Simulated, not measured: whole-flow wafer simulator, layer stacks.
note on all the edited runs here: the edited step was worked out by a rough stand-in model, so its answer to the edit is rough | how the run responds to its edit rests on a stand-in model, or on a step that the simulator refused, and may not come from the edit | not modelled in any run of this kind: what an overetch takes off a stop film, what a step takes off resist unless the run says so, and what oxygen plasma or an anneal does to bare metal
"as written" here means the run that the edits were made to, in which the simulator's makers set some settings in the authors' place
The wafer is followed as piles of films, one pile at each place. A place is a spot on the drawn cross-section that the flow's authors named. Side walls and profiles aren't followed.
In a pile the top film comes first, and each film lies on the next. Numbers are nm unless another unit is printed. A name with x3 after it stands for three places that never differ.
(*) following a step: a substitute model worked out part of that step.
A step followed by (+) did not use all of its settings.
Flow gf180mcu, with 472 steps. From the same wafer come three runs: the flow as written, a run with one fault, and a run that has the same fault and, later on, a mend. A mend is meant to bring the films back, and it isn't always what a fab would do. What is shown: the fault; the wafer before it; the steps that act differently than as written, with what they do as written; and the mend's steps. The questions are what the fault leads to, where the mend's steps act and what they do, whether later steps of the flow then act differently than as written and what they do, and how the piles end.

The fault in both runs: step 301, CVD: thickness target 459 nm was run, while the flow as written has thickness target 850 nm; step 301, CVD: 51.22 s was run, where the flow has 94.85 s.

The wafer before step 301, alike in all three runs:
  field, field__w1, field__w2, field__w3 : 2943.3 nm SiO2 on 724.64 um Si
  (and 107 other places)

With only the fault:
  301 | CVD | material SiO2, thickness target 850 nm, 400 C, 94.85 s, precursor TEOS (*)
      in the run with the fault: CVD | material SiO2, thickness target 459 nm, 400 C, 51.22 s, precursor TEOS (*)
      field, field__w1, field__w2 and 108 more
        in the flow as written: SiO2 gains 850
        in the run with the fault: SiO2 gains 467.4
  Steps later in the flow that act otherwise than as written (4 more steps, not shown, differ only slightly: by at most 2% or 0.5 nm, whichever is larger):
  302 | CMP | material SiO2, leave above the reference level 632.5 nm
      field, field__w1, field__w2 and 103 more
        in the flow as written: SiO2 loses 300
        in the run with the fault: nothing
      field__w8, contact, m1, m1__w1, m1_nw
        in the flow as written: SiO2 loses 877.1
        in the run with the fault: SiO2 loses 494.5
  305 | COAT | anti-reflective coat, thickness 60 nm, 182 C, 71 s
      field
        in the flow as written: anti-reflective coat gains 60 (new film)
        in the run with the fault: anti-reflective coat gains 93.2 (new film)
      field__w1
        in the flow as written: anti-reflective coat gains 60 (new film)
        in the run with the fault: anti-reflective coat gains 80.7 (new film)
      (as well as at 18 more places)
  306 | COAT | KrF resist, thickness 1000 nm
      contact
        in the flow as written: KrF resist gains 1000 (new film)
        in the run with the fault: KrF resist gains 968.5 (new film)
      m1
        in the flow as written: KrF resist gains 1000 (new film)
        in the run with the fault: KrF resist gains 963.3 (new film)
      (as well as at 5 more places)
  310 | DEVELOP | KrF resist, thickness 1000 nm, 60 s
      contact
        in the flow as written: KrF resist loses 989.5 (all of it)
        in the run with the fault: KrF resist loses 958.3 (all of it)
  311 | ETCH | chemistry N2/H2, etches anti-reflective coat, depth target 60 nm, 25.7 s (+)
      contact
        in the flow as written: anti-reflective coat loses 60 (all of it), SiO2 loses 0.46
        in the run with the fault: anti-reflective coat loses 24.9 (all of it), SiO2 loses 1.36
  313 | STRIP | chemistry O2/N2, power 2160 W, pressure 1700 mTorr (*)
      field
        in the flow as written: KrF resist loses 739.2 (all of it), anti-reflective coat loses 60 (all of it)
        in the run with the fault: KrF resist loses 724.5 (all of it), anti-reflective coat loses 93.2 (all of it)
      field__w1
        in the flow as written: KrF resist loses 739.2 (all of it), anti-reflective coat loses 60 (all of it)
        in the run with the fault: KrF resist loses 723.1 (all of it), anti-reflective coat loses 80.7 (all of it)
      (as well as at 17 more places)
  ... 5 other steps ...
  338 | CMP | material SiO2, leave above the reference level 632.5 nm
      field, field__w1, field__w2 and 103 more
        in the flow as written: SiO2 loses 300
        in the run with the fault: SiO2 loses 287.7
  At field, field__w1, field__w2 and 109 more, the piles at the end differ from the flow's by more than 2% or 0.5 nm, whichever is larger.
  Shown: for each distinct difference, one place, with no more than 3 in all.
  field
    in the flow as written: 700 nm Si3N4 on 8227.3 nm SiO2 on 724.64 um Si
    in the run with the fault: 700 nm Si3N4 on 4750.1 nm SiO2 on 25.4 nm W on 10 nm TiN on 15 nm Ti on 3410.6 nm SiO2 on 724.64 um Si
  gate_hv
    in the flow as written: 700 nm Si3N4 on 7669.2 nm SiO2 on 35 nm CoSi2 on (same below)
    in the run with the fault: 700 nm Si3N4 on 4750.1 nm SiO2 on 25.4 nm W on 10 nm TiN on 15 nm Ti on 2852.5 nm SiO2 on 35 nm CoSi2 on (same below)
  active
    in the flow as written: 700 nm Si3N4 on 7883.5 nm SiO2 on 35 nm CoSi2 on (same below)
    in the run with the fault: 700 nm Si3N4 on 4750.1 nm SiO2 on 25.4 nm W on 10 nm TiN on 15 nm Ti on 3066.9 nm SiO2 on 35 nm CoSi2 on (same below)

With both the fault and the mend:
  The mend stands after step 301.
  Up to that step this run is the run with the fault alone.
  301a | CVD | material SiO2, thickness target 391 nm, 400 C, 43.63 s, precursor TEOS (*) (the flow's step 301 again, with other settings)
      field, field__w1, field__w2 and 108 more
        SiO2 gains 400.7
  Steps later in the flow that act otherwise than as written:
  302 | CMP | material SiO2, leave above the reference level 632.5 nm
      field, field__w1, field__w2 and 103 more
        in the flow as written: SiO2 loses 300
        in the run with the mend: SiO2 loses 318.1
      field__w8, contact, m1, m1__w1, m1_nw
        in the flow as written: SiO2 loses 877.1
        in the run with the mend: SiO2 loses 895.2
  By the end, the piles equal the flow's at every place that both follow.
